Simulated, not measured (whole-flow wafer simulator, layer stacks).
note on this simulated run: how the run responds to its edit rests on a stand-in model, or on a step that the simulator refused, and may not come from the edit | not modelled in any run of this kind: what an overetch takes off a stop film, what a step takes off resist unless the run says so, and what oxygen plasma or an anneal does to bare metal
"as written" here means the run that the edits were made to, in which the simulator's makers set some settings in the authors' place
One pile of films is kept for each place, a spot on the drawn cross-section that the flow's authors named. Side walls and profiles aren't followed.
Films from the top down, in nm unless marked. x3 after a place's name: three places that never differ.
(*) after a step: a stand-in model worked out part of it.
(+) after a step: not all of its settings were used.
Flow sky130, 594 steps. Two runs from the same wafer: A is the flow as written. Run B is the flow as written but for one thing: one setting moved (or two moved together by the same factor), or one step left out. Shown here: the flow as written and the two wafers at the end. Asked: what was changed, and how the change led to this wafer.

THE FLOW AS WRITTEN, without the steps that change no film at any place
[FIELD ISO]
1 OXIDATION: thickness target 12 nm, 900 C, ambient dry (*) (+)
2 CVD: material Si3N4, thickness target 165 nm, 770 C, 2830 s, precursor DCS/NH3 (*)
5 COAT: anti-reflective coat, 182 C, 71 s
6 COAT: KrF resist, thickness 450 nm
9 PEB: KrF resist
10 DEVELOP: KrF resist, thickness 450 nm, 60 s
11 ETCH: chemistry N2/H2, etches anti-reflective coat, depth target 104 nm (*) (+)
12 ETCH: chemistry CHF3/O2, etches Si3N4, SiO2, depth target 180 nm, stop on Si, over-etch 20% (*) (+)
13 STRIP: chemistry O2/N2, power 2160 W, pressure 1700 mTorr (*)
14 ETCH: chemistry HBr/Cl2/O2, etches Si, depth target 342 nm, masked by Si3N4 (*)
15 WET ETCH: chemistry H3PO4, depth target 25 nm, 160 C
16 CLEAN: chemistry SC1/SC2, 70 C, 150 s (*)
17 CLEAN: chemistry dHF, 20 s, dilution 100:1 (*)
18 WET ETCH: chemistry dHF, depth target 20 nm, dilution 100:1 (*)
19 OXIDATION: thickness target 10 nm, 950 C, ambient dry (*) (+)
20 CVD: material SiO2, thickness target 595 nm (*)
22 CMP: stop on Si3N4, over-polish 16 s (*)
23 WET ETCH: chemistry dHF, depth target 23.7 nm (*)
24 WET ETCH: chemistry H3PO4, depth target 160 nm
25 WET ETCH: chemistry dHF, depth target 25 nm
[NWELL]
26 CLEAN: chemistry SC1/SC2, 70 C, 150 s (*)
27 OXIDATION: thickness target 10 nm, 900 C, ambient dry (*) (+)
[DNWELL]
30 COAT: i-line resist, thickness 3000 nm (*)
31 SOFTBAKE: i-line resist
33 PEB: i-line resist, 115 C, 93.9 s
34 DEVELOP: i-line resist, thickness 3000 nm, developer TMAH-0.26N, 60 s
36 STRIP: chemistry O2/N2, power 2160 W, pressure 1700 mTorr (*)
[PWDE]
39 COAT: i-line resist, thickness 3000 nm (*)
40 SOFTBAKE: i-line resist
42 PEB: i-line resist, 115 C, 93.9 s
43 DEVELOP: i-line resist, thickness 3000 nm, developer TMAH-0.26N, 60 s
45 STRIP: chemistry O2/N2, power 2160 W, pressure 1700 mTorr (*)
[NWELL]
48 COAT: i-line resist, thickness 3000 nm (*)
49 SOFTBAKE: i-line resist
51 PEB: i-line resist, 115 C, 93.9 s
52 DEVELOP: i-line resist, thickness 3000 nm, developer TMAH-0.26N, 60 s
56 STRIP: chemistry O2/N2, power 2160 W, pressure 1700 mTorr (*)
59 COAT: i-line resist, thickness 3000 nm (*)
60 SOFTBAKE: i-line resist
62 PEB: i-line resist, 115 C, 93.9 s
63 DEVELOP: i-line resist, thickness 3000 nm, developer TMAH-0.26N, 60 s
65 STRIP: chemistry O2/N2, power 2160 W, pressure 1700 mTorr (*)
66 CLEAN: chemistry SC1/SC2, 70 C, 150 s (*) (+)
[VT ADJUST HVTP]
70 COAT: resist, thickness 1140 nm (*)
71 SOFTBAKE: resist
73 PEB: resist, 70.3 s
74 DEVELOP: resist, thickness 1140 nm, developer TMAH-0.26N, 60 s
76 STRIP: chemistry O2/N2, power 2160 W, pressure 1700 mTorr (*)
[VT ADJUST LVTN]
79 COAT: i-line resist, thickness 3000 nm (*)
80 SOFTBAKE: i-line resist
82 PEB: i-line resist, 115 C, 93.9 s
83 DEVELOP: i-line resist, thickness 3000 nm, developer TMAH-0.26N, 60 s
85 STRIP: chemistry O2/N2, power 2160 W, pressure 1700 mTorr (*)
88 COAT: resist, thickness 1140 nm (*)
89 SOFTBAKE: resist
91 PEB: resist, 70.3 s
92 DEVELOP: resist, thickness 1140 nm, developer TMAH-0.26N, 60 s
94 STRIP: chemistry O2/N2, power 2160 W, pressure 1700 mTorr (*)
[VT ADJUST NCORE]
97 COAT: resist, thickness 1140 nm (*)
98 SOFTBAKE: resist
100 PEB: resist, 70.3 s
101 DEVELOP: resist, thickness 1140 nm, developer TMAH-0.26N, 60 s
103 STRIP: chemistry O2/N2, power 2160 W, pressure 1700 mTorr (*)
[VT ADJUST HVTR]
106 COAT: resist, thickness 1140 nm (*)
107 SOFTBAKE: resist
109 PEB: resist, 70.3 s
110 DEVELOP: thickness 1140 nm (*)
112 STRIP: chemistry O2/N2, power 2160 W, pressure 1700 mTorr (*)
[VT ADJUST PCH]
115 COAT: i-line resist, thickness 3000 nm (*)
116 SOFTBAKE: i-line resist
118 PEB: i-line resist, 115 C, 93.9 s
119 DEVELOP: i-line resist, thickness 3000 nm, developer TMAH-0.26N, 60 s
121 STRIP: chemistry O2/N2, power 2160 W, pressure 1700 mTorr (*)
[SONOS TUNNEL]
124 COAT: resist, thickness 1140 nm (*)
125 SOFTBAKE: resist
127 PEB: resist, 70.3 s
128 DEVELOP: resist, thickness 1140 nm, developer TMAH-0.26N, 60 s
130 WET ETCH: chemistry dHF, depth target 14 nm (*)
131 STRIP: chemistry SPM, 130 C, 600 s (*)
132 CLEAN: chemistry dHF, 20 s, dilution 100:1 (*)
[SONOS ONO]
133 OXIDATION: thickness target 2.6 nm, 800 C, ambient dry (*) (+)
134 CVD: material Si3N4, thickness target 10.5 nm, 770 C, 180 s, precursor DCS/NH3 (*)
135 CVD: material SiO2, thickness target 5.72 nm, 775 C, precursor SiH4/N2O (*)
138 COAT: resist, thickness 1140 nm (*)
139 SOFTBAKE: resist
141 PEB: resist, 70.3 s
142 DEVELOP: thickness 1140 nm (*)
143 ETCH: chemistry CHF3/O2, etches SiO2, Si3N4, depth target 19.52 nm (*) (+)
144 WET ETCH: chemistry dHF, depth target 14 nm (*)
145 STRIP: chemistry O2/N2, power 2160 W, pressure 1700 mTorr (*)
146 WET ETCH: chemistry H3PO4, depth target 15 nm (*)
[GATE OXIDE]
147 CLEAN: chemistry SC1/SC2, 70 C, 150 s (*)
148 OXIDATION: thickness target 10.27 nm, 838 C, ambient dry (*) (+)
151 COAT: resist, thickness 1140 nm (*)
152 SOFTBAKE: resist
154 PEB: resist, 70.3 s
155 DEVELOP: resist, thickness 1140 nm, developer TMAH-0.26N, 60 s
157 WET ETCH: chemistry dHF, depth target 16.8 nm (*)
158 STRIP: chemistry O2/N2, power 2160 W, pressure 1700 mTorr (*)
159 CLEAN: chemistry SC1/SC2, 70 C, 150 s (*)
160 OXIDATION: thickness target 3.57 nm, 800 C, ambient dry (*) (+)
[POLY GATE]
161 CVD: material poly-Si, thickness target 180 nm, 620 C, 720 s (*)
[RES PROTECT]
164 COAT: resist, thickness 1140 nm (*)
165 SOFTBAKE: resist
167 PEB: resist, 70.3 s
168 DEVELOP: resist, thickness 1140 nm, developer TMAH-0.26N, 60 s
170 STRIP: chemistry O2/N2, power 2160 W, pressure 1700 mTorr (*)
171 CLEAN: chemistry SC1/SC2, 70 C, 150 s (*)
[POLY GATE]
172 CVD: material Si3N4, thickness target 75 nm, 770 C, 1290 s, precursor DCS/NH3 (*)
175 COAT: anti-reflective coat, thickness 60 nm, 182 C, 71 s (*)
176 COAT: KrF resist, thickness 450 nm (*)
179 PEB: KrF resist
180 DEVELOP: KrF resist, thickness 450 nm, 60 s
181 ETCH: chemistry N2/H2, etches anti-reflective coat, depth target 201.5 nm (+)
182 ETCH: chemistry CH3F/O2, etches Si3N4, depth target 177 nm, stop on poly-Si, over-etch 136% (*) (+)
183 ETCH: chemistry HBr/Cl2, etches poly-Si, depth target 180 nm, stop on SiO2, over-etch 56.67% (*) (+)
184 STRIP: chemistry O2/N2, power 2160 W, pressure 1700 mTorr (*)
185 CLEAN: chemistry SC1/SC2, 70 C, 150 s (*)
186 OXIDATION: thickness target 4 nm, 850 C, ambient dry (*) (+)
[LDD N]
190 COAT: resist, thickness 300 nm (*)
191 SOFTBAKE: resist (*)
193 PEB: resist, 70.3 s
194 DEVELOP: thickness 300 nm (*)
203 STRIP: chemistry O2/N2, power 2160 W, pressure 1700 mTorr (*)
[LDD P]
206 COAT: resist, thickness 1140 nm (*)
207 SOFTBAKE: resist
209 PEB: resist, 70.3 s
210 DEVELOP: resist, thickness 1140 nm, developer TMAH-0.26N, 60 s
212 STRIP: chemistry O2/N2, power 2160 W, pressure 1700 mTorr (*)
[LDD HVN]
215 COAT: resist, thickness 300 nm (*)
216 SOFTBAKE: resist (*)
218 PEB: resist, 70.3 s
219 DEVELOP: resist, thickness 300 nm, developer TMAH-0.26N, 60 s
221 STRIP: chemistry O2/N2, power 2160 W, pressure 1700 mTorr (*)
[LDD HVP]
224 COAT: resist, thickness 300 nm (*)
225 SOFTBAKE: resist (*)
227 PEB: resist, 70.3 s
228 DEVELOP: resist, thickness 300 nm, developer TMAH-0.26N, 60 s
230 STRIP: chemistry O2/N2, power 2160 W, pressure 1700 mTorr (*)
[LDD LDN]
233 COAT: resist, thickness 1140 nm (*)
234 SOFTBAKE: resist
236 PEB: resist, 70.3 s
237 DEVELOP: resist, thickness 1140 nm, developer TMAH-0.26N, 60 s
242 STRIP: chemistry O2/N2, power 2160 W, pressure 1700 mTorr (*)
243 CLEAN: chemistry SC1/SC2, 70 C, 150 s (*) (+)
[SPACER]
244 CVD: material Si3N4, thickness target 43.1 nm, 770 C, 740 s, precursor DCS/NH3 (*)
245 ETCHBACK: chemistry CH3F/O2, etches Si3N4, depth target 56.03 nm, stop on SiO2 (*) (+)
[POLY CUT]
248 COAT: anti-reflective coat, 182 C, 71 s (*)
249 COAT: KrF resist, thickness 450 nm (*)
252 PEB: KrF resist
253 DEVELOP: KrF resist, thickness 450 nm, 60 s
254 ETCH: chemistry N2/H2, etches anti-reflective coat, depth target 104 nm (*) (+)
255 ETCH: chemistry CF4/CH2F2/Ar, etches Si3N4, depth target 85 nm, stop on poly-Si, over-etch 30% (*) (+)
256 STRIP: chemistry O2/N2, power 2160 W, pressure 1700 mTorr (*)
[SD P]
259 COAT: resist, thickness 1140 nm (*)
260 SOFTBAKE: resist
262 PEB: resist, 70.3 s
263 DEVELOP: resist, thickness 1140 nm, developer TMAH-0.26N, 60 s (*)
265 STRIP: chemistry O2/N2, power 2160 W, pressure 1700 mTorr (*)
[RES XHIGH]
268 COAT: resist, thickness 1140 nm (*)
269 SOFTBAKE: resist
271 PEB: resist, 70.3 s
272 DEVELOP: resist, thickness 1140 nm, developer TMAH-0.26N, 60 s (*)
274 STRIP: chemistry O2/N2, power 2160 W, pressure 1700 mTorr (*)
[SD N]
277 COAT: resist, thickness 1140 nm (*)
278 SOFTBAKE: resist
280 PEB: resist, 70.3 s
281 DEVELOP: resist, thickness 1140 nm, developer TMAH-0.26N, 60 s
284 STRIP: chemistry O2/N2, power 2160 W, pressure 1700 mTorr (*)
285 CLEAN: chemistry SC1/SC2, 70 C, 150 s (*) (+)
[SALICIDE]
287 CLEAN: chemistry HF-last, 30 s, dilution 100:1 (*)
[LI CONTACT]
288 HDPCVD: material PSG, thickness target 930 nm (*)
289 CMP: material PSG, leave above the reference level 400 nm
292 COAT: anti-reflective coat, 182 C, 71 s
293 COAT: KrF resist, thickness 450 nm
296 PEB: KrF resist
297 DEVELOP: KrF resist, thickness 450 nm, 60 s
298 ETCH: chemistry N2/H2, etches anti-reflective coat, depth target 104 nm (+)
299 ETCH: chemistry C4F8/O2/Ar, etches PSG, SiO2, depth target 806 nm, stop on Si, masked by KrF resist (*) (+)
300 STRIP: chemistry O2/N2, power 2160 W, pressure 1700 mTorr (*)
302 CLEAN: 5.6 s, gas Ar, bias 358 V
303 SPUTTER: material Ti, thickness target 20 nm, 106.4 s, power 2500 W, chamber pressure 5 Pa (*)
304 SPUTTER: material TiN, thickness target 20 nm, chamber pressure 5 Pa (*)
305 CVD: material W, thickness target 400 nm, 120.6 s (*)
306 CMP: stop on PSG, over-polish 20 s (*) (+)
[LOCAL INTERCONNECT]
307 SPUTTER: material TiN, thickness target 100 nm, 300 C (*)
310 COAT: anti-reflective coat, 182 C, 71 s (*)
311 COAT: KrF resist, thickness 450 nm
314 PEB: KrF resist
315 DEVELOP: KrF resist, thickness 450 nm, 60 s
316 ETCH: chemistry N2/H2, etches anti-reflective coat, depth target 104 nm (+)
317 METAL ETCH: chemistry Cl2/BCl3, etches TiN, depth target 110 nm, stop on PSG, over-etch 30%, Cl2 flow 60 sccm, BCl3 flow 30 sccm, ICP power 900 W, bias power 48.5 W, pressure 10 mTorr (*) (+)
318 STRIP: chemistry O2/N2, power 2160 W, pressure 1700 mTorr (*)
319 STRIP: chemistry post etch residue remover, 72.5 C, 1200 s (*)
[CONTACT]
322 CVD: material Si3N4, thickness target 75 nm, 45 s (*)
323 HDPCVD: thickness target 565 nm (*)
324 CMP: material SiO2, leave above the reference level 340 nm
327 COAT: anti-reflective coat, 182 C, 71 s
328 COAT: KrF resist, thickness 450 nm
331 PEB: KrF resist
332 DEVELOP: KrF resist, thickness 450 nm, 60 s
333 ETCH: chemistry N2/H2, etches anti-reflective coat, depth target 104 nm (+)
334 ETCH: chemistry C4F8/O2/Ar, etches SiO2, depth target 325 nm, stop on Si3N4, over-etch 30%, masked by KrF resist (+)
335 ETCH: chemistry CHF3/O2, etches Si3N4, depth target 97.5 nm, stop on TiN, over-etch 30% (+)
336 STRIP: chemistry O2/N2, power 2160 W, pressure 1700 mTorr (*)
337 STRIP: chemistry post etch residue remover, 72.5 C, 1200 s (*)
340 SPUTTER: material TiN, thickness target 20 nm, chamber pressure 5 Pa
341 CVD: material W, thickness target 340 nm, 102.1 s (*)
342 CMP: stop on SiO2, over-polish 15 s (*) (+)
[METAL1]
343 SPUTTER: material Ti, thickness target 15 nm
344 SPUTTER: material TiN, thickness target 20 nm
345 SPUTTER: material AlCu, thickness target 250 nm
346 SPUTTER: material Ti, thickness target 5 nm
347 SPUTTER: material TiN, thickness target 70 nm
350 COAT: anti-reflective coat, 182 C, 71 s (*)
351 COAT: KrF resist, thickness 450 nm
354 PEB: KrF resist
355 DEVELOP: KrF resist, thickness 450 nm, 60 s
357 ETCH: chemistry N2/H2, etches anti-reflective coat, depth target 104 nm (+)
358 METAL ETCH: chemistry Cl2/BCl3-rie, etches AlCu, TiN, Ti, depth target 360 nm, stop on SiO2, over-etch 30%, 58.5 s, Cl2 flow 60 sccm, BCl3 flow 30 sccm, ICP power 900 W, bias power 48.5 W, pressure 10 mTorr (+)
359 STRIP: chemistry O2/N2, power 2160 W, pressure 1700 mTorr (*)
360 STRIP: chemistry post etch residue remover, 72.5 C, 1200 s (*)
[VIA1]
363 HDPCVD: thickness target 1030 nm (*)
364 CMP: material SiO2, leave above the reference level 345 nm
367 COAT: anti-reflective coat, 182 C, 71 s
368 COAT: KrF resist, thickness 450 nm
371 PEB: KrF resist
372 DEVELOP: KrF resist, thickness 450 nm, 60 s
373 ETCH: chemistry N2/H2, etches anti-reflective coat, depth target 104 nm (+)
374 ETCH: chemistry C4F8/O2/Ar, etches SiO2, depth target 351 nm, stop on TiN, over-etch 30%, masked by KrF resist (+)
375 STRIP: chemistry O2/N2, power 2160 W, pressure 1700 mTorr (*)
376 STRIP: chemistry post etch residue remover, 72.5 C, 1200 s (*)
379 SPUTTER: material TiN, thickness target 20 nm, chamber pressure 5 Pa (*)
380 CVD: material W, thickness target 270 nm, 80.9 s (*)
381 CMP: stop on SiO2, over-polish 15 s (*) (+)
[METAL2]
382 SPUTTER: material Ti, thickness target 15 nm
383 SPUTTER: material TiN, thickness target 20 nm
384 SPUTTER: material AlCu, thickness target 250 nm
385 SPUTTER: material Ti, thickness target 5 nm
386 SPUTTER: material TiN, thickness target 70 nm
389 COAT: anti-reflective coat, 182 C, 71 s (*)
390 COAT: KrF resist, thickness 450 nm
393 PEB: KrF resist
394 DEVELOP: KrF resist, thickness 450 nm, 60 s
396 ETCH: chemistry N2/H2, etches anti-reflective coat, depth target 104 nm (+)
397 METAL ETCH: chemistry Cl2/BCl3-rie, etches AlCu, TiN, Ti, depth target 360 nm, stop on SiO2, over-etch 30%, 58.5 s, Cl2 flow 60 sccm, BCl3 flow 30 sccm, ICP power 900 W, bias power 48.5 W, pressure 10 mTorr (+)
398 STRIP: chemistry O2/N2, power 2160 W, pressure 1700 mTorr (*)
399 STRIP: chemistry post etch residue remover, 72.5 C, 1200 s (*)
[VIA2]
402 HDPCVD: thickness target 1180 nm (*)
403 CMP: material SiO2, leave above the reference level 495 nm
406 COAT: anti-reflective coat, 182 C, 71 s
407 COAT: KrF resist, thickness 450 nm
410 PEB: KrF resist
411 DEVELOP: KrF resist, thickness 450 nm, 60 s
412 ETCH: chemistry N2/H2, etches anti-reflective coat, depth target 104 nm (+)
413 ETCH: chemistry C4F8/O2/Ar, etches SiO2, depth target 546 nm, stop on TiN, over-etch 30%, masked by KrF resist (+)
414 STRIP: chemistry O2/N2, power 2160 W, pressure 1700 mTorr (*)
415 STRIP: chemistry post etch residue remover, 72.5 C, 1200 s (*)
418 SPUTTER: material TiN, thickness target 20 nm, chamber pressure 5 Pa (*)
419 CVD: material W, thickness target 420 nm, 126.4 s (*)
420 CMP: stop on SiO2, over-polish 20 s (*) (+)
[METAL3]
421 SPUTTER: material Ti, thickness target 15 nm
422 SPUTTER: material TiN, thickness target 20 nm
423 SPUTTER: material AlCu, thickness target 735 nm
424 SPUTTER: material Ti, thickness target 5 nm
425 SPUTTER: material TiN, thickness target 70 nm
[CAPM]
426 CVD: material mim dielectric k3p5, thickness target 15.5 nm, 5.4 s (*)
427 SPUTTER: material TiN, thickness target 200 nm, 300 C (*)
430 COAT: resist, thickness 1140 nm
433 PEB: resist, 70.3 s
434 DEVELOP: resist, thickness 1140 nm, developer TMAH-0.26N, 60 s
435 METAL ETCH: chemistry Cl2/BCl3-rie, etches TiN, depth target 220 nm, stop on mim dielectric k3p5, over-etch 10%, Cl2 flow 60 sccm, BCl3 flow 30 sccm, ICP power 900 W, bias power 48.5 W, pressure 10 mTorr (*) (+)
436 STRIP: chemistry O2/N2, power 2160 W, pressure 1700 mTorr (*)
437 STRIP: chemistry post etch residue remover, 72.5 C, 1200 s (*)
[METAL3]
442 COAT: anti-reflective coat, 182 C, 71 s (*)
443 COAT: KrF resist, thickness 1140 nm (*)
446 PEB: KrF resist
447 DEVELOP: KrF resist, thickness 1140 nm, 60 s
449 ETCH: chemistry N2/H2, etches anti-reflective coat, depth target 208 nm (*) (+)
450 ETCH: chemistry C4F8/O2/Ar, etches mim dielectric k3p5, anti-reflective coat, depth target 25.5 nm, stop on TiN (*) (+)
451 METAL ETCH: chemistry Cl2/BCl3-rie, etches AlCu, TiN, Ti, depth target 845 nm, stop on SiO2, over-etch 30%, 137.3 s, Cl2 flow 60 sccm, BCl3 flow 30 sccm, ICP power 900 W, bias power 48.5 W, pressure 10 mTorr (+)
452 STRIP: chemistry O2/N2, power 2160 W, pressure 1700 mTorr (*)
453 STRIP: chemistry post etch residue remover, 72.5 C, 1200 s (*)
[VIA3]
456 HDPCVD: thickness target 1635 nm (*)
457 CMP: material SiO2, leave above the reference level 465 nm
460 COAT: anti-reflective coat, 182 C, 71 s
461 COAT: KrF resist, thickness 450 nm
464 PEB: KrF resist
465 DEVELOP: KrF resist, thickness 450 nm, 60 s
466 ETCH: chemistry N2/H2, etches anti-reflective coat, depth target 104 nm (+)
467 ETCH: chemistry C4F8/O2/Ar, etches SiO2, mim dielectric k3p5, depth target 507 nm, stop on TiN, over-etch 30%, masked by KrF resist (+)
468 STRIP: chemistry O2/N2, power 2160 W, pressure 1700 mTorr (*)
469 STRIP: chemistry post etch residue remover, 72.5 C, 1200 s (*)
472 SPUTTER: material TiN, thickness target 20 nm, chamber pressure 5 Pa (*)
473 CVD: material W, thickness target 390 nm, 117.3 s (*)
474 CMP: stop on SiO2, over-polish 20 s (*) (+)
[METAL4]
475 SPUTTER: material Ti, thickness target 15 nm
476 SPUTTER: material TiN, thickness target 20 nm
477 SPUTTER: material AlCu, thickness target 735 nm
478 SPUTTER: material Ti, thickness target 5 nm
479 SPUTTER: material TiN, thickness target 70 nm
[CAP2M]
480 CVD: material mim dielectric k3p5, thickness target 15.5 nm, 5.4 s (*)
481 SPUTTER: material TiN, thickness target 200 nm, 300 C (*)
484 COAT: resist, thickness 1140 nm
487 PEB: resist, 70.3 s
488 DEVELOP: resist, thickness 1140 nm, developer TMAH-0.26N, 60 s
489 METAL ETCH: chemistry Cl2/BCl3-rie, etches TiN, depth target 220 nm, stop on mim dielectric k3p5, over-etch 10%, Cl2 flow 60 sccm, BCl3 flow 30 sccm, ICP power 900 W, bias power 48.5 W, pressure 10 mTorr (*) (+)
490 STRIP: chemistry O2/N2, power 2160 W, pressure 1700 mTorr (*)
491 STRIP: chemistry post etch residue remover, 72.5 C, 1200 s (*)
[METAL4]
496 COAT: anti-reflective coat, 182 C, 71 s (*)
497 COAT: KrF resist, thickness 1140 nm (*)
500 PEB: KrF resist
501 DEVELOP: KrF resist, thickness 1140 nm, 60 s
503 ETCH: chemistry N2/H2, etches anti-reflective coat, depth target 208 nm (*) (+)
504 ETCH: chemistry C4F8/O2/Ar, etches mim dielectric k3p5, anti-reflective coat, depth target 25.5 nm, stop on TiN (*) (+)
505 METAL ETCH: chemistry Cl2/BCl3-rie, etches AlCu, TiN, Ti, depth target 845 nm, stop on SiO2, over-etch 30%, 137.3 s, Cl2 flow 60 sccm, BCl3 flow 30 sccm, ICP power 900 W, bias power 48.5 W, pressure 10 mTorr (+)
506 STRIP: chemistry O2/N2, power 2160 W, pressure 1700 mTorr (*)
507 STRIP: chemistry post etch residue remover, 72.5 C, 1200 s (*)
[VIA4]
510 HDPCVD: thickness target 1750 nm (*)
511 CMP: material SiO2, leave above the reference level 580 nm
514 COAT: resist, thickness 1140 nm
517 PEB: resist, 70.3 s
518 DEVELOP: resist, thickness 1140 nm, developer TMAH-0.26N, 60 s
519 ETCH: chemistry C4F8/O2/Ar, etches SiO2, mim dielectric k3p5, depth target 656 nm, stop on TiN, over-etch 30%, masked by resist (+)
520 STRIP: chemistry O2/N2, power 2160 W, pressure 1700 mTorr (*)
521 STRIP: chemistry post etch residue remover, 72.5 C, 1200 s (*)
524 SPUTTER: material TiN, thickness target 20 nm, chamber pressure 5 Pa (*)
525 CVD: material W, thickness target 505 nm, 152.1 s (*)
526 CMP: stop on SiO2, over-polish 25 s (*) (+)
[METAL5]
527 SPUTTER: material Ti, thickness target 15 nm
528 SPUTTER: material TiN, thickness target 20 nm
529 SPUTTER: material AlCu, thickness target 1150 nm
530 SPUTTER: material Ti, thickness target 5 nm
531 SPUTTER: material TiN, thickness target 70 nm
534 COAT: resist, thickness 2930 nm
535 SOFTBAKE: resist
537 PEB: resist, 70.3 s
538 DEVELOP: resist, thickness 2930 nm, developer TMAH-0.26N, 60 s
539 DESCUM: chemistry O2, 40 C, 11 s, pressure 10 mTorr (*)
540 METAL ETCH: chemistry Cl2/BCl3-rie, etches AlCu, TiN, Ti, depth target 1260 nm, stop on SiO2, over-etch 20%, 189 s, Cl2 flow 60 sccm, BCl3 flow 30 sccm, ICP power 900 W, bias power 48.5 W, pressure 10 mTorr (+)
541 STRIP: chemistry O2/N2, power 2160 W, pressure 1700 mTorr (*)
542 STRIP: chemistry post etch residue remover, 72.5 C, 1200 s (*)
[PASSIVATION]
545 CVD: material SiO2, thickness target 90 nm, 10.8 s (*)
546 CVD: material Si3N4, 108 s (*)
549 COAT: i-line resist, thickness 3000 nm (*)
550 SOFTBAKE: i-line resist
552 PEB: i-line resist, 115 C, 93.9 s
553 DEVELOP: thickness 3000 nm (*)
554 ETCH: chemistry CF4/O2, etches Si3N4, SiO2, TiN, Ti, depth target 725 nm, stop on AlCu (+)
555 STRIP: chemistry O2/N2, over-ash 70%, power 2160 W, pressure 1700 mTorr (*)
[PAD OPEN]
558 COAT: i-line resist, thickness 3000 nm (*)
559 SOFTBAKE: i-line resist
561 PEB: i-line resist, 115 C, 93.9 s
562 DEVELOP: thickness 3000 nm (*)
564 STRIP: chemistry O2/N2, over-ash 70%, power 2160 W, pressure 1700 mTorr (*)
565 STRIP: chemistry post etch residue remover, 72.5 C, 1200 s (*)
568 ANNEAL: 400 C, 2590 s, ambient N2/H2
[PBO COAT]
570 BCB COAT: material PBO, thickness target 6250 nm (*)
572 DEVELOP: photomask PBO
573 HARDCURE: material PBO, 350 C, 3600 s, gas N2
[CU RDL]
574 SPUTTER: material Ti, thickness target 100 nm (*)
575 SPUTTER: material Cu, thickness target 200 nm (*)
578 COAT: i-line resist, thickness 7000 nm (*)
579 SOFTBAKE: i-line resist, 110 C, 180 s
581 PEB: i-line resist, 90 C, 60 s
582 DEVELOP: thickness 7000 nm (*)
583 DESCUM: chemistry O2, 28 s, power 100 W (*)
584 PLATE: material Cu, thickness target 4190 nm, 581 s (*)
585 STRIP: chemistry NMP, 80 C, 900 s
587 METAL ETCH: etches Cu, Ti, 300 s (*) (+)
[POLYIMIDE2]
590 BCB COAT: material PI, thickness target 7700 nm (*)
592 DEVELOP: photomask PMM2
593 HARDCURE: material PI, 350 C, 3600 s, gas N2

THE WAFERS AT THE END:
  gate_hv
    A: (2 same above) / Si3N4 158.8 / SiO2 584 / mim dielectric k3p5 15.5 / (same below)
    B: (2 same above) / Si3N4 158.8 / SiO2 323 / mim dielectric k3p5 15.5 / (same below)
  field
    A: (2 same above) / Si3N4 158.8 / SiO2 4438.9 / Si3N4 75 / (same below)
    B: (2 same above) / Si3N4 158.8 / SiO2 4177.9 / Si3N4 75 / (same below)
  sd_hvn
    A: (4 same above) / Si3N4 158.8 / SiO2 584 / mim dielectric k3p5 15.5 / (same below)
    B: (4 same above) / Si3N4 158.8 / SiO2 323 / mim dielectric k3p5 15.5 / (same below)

The cause: step 511, CMP: leave above the reference level 319 nm was run, where the flow has leave above the reference level 580 nm.

How the change led to this, step by step:
  511 CMP: material SiO2, leave above the reference level 580 nm
      n_well, p_well, gate_hv and 99 more: A SiO2 -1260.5 | B SiO2 -1521.5
      field, active, gate and 77 more: A SiO2 -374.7 | B SiO2 -635.7
      (and at 11 more places)
  519 ETCH: chemistry C4F8/O2/Ar, etches SiO2, mim dielectric k3p5, depth target 656 nm, stop on TiN, over-etch 30%, masked by resist (+)
      field, active, n_well and 188 more: A resist -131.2 | B resist -63.6
      m1: A SiO2 -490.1 (all of it), mim dielectric k3p5 -15.5 (all of it) | B SiO2 -229.1 (all of it), mim dielectric k3p5 -15.5 (all of it)
      (and at 1 more place)
  520 STRIP: chemistry O2/N2, power 2160 W, pressure 1700 mTorr (*)
      field, active, n_well and 188 more: A resist -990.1 (all of it) | B resist -1057.7 (all of it)
  524 SPUTTER: material TiN, thickness target 20 nm, chamber pressure 5 Pa (*)
      m1, via4_hole: A TiN +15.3 | B TiN +17.3
  525 CVD: material W, thickness target 505 nm, 152.1 s (*)
      m1: A W +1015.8 (new film) | B W +556 (new film)
      via4_hole: A W +1015.2 (new film) | B W +557.1 (new film)
  526 CMP: stop on SiO2, over-polish 25 s (*) (+)
      m1: A W -532.7 | B W -335.9
      via4_hole: A W -532.7 | B W -337.7
